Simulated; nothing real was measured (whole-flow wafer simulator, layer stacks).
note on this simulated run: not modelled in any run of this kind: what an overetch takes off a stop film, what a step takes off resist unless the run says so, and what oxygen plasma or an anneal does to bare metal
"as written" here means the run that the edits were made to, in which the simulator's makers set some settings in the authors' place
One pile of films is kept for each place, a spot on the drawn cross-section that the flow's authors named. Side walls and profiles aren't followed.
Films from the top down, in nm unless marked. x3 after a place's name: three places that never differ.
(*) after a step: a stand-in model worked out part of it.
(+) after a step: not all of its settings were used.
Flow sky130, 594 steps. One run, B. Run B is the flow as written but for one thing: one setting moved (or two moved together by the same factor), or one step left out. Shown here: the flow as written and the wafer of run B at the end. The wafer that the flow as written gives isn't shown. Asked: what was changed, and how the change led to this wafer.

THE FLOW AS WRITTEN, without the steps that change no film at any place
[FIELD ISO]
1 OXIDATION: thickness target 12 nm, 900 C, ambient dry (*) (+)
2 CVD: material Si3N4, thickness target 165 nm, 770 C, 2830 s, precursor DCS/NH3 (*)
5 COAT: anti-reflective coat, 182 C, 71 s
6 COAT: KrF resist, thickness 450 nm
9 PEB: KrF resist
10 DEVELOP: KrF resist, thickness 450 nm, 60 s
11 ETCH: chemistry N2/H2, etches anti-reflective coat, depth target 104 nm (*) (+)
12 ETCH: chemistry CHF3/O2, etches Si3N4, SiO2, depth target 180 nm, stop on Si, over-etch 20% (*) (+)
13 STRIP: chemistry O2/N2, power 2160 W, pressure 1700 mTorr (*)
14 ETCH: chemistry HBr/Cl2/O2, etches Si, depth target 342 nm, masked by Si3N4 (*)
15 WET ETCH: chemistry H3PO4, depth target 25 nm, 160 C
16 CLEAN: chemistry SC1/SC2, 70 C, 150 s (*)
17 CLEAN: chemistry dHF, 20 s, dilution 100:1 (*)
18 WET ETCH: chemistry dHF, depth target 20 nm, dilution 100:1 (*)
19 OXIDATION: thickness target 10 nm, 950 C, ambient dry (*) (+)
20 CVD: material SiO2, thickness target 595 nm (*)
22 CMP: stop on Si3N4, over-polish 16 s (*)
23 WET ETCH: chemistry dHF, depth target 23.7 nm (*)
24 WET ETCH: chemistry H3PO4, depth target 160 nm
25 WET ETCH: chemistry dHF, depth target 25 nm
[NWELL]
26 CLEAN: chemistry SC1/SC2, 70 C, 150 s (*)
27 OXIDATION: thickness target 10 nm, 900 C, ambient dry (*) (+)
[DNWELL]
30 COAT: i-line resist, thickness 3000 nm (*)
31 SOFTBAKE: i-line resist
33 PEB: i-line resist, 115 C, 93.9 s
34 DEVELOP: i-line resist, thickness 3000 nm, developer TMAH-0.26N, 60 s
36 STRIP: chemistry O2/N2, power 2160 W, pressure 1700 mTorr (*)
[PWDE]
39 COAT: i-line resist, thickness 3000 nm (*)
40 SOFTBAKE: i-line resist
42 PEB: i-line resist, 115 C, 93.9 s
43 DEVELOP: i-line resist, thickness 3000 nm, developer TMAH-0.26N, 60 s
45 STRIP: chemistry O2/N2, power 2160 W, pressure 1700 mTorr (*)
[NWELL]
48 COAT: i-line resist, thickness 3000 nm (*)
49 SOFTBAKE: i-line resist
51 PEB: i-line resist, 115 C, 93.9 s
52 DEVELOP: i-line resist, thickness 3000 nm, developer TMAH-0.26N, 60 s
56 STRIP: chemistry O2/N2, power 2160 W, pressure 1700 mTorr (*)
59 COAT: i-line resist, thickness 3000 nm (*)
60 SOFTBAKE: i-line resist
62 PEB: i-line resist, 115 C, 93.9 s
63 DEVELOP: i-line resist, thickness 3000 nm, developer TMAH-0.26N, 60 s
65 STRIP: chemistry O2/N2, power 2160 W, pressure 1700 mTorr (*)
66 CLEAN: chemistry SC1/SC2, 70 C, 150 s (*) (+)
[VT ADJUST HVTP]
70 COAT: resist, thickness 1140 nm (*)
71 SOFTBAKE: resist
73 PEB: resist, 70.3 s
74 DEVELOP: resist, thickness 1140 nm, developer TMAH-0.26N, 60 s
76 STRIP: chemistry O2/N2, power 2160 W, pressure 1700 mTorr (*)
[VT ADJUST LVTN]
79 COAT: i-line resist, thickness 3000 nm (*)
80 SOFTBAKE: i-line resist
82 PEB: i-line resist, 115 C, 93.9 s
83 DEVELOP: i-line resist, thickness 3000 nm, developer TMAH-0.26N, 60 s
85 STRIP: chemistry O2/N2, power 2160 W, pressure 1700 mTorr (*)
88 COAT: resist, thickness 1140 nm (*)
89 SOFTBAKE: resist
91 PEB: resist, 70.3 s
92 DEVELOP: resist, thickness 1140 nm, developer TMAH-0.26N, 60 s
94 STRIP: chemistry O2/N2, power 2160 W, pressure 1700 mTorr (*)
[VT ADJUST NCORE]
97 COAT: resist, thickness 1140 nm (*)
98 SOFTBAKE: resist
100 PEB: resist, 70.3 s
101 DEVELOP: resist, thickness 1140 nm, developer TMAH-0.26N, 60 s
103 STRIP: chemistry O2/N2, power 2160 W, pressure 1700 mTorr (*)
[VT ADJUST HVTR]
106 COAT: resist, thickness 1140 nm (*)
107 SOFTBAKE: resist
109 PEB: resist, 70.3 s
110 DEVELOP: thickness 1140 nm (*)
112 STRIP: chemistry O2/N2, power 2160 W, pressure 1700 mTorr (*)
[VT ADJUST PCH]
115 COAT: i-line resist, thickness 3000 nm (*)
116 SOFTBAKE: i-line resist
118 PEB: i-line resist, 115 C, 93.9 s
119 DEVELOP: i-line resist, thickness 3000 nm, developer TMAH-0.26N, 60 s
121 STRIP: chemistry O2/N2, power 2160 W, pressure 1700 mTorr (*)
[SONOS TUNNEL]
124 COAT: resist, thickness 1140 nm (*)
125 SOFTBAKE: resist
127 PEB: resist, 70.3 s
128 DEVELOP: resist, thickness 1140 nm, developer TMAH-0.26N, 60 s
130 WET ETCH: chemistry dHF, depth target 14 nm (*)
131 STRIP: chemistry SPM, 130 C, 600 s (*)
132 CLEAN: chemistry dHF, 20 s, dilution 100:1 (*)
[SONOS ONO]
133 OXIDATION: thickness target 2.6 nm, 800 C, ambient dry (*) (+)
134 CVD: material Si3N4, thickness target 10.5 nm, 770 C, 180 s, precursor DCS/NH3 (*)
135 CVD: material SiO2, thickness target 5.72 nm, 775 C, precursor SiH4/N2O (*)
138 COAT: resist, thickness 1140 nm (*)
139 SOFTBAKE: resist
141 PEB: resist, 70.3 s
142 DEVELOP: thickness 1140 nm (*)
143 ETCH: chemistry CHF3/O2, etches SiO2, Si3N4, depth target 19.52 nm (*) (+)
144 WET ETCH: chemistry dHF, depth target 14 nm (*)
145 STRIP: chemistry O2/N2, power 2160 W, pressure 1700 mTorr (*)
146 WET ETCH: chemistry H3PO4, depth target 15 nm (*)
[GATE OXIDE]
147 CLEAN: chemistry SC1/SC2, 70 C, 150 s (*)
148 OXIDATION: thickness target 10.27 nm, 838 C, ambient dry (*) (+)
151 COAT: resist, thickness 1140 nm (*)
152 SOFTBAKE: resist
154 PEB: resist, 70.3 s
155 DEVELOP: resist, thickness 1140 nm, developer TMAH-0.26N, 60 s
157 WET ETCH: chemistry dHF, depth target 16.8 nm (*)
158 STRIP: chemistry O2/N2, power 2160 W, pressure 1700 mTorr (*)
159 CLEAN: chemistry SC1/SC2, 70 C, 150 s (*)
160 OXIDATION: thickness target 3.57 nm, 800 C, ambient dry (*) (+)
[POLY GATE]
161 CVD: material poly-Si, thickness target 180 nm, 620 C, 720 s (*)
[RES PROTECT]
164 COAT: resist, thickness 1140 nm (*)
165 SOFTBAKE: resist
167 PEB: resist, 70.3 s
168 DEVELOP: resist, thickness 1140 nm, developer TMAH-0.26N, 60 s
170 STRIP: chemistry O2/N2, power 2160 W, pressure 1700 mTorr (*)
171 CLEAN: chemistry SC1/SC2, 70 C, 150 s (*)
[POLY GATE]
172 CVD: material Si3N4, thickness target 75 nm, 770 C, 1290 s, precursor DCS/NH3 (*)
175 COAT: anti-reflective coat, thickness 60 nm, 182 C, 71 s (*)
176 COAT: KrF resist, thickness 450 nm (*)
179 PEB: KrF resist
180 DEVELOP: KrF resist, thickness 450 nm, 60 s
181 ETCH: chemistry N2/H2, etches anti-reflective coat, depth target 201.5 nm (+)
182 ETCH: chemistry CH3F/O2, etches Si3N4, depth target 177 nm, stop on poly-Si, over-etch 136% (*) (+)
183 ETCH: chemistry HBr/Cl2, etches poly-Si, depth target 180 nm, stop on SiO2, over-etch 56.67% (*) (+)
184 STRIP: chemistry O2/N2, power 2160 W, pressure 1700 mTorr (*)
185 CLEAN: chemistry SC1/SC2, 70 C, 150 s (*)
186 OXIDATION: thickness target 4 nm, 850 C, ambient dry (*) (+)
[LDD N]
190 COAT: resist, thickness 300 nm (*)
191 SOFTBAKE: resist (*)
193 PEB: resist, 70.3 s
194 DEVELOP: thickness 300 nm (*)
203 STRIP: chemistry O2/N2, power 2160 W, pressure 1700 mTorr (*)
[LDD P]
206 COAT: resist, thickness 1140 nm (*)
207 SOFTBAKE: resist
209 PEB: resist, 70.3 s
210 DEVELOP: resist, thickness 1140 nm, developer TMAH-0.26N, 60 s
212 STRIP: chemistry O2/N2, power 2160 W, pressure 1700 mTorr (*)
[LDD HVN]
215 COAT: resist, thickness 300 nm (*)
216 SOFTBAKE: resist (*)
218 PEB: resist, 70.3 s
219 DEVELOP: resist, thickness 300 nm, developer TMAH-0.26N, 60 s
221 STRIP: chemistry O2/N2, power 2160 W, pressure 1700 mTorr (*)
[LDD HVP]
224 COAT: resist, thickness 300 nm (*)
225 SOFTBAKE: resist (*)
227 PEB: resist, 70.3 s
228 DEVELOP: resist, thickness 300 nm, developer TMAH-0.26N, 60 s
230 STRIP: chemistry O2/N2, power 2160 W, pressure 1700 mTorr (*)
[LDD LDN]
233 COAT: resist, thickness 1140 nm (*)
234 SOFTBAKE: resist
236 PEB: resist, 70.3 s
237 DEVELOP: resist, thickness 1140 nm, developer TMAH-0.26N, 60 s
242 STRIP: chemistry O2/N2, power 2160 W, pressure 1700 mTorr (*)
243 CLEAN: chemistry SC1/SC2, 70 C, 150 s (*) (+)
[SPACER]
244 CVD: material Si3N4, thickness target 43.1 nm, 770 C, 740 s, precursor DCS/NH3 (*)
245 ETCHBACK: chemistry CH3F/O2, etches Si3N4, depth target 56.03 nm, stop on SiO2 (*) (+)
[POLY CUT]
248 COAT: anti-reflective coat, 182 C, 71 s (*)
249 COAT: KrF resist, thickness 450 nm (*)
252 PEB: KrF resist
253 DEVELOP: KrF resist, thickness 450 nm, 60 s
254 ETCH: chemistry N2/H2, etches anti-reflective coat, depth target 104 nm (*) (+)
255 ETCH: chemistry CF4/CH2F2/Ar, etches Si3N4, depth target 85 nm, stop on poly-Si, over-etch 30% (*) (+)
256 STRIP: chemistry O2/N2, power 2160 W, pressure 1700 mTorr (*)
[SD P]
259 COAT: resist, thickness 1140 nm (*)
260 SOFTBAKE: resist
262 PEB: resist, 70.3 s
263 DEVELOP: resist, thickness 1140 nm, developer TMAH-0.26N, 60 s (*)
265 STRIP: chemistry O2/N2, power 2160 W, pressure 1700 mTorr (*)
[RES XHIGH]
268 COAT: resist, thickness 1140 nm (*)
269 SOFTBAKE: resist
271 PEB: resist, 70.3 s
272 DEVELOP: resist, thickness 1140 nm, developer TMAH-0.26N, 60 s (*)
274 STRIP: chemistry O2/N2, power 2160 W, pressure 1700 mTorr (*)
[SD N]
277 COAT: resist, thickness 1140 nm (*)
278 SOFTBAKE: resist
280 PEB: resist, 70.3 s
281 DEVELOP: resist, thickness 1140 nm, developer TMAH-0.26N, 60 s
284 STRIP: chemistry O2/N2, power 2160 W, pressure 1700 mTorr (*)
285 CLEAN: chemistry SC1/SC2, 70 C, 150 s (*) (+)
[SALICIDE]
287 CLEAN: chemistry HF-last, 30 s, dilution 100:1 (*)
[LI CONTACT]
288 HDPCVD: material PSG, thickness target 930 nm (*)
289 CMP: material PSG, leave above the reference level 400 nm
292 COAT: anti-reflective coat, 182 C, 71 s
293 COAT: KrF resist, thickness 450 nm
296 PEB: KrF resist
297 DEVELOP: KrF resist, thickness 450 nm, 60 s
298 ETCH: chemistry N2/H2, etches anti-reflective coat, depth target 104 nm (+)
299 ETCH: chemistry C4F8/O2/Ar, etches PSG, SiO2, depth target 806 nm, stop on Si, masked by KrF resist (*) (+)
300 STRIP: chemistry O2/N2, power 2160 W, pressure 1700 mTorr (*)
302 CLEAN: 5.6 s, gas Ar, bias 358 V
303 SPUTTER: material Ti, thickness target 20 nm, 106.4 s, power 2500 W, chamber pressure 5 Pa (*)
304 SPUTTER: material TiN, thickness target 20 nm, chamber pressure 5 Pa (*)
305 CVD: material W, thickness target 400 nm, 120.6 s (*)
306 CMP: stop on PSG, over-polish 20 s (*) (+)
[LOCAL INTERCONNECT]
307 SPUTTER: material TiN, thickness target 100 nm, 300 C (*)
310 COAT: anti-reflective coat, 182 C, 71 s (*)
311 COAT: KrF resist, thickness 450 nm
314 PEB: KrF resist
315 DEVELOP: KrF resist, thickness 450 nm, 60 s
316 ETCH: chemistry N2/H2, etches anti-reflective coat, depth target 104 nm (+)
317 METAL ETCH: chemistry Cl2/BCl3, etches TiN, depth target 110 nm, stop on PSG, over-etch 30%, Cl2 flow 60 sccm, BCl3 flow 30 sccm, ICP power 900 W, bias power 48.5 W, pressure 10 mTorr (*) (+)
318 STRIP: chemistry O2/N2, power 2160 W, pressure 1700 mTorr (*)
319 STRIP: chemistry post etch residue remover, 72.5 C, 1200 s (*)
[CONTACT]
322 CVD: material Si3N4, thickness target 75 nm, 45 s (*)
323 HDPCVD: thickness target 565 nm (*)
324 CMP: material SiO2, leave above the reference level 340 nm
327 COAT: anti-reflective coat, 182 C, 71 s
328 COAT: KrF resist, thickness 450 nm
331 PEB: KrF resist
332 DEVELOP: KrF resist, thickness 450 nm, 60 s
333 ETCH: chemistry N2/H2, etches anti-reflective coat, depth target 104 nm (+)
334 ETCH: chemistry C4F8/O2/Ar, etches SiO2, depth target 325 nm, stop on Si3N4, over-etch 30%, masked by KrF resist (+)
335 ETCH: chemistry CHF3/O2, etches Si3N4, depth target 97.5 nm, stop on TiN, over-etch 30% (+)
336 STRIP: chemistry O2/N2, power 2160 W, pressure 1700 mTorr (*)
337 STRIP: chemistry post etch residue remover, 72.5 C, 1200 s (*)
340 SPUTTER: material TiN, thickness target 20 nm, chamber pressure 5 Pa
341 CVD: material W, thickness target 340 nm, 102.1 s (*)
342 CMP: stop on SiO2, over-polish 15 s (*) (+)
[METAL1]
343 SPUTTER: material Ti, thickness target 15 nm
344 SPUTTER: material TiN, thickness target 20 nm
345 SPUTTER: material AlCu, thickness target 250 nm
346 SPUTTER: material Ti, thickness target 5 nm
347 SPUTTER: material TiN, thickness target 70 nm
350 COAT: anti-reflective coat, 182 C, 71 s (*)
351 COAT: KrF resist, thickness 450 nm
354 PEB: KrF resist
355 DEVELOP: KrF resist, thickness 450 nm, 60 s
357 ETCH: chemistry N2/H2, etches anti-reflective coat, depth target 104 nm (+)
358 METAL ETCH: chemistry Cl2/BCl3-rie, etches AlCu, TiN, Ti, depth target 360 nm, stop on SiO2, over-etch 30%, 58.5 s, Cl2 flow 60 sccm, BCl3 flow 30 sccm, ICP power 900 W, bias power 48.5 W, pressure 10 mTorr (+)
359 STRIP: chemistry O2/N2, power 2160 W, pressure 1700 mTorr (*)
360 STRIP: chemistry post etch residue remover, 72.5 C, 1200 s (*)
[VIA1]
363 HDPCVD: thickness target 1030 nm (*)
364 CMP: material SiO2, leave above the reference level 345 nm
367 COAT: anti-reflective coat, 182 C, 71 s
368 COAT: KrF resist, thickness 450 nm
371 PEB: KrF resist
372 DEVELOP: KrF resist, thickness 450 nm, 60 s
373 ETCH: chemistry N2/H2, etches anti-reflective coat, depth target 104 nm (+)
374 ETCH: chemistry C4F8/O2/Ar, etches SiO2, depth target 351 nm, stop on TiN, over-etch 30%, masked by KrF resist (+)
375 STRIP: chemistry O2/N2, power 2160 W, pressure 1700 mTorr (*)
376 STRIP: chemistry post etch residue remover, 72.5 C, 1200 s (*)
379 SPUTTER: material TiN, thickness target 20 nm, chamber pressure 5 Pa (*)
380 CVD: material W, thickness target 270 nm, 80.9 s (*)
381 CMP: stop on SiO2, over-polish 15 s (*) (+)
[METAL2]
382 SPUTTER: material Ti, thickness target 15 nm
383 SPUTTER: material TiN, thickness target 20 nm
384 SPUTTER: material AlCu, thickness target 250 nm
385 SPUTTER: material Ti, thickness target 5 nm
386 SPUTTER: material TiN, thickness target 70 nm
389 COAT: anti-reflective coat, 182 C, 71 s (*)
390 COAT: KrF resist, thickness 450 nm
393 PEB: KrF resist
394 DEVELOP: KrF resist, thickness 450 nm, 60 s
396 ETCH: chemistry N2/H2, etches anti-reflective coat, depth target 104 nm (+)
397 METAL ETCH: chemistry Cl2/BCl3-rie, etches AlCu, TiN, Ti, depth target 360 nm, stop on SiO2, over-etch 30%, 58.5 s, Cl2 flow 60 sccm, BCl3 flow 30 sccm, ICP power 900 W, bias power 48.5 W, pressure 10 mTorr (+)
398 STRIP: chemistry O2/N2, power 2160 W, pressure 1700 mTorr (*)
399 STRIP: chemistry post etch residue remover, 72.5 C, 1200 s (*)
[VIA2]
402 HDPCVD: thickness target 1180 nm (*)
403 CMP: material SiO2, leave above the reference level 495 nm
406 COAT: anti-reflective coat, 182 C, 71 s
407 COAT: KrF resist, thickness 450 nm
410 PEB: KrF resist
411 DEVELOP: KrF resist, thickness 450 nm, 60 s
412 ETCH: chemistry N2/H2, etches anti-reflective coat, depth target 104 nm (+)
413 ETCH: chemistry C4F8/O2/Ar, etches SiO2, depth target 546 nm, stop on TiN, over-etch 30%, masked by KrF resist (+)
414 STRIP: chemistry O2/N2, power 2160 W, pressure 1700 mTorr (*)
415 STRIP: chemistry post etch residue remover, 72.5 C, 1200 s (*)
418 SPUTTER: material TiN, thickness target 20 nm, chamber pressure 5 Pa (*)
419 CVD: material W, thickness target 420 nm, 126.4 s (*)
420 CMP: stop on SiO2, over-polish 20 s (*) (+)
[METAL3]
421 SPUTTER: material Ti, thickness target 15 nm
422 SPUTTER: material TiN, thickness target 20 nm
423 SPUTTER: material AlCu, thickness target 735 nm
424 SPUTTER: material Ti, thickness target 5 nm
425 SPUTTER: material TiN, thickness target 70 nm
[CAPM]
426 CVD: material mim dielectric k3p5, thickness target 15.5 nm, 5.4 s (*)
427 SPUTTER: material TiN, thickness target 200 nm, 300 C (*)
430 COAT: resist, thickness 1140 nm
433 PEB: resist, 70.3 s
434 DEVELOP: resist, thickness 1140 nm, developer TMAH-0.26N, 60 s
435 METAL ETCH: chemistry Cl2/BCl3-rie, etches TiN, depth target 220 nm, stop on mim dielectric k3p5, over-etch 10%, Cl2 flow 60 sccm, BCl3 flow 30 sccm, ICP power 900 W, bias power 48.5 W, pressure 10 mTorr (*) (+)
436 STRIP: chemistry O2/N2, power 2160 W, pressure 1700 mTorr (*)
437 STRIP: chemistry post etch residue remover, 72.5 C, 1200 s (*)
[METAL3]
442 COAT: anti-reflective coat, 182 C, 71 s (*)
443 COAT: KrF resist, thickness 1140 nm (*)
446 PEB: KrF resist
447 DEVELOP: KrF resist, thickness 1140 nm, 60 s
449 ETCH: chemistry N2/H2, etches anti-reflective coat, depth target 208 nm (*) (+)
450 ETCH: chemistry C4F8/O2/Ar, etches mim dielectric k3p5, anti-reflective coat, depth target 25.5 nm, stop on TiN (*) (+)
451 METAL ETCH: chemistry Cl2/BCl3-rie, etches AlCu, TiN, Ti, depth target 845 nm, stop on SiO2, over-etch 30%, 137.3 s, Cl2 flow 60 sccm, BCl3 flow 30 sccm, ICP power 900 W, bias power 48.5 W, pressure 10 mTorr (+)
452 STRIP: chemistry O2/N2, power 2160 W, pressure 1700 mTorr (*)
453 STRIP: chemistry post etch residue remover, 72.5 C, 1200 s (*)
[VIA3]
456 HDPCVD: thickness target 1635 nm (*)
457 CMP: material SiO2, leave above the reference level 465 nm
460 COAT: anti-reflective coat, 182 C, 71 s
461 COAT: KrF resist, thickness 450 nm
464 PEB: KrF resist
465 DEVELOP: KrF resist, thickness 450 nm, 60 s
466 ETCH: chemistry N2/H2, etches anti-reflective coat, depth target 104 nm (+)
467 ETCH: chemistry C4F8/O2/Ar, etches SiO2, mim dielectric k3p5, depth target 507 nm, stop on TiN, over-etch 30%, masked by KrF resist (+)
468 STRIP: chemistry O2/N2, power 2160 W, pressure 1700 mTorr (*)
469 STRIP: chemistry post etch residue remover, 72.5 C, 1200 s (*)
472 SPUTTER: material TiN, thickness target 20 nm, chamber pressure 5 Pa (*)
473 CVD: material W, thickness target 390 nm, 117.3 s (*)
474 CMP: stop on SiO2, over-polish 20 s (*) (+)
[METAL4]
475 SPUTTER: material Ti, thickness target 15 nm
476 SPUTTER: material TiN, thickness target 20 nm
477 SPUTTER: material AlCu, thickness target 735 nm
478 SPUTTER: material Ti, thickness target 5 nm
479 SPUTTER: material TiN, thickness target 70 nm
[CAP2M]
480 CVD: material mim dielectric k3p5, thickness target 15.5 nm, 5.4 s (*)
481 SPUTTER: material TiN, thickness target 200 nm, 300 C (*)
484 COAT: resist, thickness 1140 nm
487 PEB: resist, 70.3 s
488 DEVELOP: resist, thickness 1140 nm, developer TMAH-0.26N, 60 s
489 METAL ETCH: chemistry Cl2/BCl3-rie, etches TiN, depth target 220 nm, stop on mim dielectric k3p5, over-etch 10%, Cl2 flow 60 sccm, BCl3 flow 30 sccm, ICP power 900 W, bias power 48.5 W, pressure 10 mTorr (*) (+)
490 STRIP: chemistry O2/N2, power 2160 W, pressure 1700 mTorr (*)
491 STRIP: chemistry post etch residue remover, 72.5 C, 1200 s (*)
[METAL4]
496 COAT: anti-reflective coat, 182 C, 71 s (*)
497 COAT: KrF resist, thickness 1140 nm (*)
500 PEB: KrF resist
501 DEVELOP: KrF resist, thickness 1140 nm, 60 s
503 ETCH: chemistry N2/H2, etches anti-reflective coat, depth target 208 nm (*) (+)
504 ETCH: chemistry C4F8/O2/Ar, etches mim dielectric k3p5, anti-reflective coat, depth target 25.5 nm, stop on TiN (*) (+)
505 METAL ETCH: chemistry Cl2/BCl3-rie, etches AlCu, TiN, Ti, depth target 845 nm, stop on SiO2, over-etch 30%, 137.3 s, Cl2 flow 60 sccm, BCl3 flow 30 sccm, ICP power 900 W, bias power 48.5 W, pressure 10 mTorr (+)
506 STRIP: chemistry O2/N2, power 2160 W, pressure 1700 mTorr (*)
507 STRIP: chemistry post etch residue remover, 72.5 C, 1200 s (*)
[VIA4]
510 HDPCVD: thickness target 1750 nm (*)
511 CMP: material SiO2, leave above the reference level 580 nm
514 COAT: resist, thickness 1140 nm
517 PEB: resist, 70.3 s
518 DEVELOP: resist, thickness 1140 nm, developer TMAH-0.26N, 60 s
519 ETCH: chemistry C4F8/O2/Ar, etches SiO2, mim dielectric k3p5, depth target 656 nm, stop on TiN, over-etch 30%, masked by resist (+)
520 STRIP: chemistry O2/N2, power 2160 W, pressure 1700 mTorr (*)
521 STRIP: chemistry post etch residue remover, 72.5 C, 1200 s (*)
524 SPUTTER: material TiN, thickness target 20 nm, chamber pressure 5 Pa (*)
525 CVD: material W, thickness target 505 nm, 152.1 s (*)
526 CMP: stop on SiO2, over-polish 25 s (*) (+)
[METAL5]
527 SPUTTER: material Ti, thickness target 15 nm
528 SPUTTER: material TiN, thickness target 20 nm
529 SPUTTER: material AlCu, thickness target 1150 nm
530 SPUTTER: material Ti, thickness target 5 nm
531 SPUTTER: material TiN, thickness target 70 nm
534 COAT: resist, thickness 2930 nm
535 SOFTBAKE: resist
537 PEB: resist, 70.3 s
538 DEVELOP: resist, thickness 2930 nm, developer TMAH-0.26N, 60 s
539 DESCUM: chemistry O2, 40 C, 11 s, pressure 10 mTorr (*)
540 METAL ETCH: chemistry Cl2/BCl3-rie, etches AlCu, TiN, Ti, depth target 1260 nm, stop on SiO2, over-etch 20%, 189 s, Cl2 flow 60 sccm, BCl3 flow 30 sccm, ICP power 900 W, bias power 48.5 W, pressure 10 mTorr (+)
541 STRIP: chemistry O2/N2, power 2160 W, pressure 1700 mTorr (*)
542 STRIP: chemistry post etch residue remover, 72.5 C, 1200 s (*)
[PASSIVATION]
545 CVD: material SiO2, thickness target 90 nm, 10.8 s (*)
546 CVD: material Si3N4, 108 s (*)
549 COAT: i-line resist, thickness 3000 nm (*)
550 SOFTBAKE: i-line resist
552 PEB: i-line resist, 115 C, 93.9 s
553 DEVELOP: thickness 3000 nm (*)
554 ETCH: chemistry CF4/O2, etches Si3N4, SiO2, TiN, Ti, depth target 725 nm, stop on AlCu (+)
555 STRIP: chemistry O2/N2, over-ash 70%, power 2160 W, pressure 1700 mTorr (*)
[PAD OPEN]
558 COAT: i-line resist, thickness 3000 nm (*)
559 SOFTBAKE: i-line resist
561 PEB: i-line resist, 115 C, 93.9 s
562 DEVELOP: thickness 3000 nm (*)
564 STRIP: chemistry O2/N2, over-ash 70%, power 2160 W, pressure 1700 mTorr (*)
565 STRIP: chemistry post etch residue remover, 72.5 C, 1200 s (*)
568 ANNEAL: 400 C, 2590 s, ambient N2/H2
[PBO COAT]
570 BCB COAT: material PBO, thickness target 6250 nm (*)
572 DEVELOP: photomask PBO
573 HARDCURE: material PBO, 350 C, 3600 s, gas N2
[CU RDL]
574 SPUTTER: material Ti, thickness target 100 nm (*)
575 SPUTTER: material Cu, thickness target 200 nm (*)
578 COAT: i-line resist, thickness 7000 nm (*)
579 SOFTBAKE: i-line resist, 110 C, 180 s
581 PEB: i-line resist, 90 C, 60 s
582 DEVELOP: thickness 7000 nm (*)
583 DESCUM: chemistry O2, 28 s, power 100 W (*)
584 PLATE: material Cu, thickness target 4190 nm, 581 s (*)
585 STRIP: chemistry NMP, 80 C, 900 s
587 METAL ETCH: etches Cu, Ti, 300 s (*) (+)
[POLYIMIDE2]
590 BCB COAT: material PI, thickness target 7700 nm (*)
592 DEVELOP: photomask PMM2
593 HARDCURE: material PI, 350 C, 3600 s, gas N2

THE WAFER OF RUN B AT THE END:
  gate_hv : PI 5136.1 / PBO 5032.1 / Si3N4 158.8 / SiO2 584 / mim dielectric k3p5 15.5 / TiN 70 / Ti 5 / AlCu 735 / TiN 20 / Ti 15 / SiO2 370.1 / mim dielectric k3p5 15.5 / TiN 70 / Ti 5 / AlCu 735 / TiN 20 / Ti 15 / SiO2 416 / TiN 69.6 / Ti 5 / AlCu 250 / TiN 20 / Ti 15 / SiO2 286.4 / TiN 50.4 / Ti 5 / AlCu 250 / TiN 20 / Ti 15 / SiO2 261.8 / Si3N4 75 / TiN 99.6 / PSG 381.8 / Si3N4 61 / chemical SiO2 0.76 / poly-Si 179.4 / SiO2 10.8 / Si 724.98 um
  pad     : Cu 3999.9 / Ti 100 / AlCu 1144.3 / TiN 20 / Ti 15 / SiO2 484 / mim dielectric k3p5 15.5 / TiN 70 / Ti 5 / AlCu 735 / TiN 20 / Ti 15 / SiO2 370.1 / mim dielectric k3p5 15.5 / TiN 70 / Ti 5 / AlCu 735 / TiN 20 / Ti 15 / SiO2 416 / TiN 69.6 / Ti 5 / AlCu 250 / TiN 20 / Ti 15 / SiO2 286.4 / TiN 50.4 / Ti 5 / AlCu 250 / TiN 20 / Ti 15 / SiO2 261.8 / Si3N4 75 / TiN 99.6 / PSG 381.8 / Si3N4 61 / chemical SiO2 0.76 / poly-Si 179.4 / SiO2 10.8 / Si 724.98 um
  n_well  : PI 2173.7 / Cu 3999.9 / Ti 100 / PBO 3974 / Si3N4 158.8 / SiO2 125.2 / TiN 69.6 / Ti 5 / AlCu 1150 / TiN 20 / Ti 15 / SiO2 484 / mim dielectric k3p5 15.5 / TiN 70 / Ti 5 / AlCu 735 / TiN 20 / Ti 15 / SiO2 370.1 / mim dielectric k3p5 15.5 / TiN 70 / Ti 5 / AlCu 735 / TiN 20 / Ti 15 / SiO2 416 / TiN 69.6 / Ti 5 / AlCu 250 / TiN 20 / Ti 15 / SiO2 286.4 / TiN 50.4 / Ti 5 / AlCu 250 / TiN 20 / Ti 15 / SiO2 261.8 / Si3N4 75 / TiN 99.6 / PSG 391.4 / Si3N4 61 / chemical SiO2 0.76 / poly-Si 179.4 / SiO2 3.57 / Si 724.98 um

The cause: step 347, SPUTTER: thickness target 50.8 nm was run, where the flow has thickness target 70 nm.

How the change led to this, step by step:
  347 SPUTTER: material TiN, thickness target 70 nm
      field, active, n_well and 188 more: TiN +50.8 (new film) (as written it would be: TiN +70 (new film))
  358 METAL ETCH: chemistry Cl2/BCl3-rie, etches AlCu, TiN, Ti, depth target 360 nm, stop on SiO2, over-etch 30%, 58.5 s, Cl2 flow 60 sccm, BCl3 flow 30 sccm, ICP power 900 W, bias power 48.5 W, pressure 10 mTorr (+)
      field, active, gate and 81 more: TiN -49.5 (all of it), Ti -5 (all of it), AlCu -250 (all of it), TiN -20 (all of it), Ti -15 (all of it), SiO2 -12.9 (as written it would be: TiN -68.7 (all of it), Ti -5 (all of it), AlCu -250 (all of it), TiN -20 (all of it), Ti -15 (all of it), SiO2 -10.9)
  364 CMP: material SiO2, leave above the reference level 345 nm
      n_well, p_well, gate_hv and 100 more: SiO2 -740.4 (as written it would be: SiO2 -759.6)
      poly_licon, ndiff_licon, ndiff_licon_cpp, rpo_hd_licon: SiO2 -739.8 (as written it would be: SiO2 -759)
  374 ETCH: chemistry C4F8/O2/Ar, etches SiO2, depth target 351 nm, stop on TiN, over-etch 30%, masked by KrF resist (+)
      m1, via1_hole: SiO2 -289 (all of it) (as written it would be: SiO2 -269.8 (all of it))
  380 CVD: material W, thickness target 270 nm, 80.9 s (*)
      m1, via1_hole: W +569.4 (new film) (as written it would be: W +549.9 (new film))
